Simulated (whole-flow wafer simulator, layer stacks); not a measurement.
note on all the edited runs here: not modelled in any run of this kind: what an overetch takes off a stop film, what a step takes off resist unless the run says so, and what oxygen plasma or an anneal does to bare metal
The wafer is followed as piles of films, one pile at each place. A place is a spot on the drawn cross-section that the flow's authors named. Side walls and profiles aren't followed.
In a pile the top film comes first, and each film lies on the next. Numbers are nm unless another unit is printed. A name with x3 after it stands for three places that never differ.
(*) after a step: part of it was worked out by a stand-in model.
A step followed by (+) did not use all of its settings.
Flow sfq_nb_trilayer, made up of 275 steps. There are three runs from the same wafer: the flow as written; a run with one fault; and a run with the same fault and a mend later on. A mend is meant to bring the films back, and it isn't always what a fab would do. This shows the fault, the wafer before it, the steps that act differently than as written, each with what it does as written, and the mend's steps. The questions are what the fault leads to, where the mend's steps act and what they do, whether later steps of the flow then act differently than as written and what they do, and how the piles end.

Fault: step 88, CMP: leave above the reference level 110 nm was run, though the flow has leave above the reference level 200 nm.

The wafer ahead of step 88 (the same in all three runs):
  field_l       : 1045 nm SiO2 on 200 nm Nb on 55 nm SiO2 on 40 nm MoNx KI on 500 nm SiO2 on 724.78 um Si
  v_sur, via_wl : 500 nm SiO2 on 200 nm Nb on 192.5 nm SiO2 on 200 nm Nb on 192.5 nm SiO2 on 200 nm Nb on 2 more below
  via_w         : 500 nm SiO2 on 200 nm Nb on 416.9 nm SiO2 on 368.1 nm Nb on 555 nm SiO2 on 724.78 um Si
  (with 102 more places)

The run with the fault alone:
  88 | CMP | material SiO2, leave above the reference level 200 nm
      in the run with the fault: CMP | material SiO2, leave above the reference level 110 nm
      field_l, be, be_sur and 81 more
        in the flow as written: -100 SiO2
        in the run with the fault: -190 SiO2
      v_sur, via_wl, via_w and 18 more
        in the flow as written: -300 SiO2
        in the run with the fault: -390 SiO2
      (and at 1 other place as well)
  Steps later in the flow that act otherwise than as written (not shown: 3 more steps that differ only slightly, by at most 2% or 0.5 nm, whichever is larger):
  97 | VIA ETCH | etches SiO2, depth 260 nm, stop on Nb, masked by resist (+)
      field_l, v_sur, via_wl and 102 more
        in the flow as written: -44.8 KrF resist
        in the run with the fault: -28.4 KrF resist
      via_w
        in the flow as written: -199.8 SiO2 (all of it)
        in the run with the fault: -109.8 SiO2 (all of it)
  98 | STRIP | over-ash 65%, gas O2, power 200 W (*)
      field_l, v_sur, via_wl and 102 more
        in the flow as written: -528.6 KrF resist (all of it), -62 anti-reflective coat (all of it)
        in the run with the fault: -545 KrF resist (all of it), -62 anti-reflective coat (all of it)
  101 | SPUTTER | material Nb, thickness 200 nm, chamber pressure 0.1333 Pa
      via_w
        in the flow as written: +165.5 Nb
        in the run with the fault: +185.5 Nb
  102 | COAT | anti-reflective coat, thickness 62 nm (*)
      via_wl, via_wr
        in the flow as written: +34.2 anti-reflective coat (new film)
        in the run with the fault: +31.4 anti-reflective coat (new film)
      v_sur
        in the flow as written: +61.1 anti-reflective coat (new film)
        in the run with the fault: +56.6 anti-reflective coat (new film)
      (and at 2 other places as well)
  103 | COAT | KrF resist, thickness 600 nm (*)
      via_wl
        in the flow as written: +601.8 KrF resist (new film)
        in the run with the fault: +615.2 KrF resist (new film)
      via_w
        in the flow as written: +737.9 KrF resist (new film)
        in the run with the fault: +657 KrF resist (new film)
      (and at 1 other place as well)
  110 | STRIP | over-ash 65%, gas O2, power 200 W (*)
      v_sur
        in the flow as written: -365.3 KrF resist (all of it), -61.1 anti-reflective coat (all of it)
        in the run with the fault: -376.5 KrF resist (all of it), -56.6 anti-reflective coat (all of it)
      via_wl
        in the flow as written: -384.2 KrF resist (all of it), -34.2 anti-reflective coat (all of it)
        in the run with the fault: -397.5 KrF resist (all of it), -31.4 anti-reflective coat (all of it)
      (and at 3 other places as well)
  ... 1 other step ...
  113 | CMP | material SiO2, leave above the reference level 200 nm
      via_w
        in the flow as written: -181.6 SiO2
        in the run with the fault: -176.6 SiO2
  At field_l, v_sur, via_wl and 103 more, the piles at the end differ from the flow's by more than 2% or 0.5 nm, whichever is larger.
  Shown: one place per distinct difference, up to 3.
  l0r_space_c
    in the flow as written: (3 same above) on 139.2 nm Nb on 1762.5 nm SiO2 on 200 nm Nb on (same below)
    in the run with the fault: (3 same above) on 139.2 nm Nb on 1672.5 nm SiO2 on 200 nm Nb on (same below)
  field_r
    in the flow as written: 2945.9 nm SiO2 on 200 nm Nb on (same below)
    in the run with the fault: 2855.9 nm SiO2 on 200 nm Nb on (same below)
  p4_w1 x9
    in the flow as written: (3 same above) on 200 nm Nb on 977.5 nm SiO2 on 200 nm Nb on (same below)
    in the run with the fault: (3 same above) on 200 nm Nb on 887.5 nm SiO2 on 200 nm Nb on (same below)

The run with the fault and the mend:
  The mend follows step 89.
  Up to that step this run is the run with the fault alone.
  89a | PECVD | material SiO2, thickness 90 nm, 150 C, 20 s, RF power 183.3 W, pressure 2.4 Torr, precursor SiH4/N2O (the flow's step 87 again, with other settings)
      field_l, v_sur, via_wl and 103 more
        +90 SiO2
  None of the later steps of the flow differs from how it acts as written, at any place that is followed, by more than 2% or 0.5 nm, whichever is larger.
  The piles end the same as the flow's at every place that both follow.
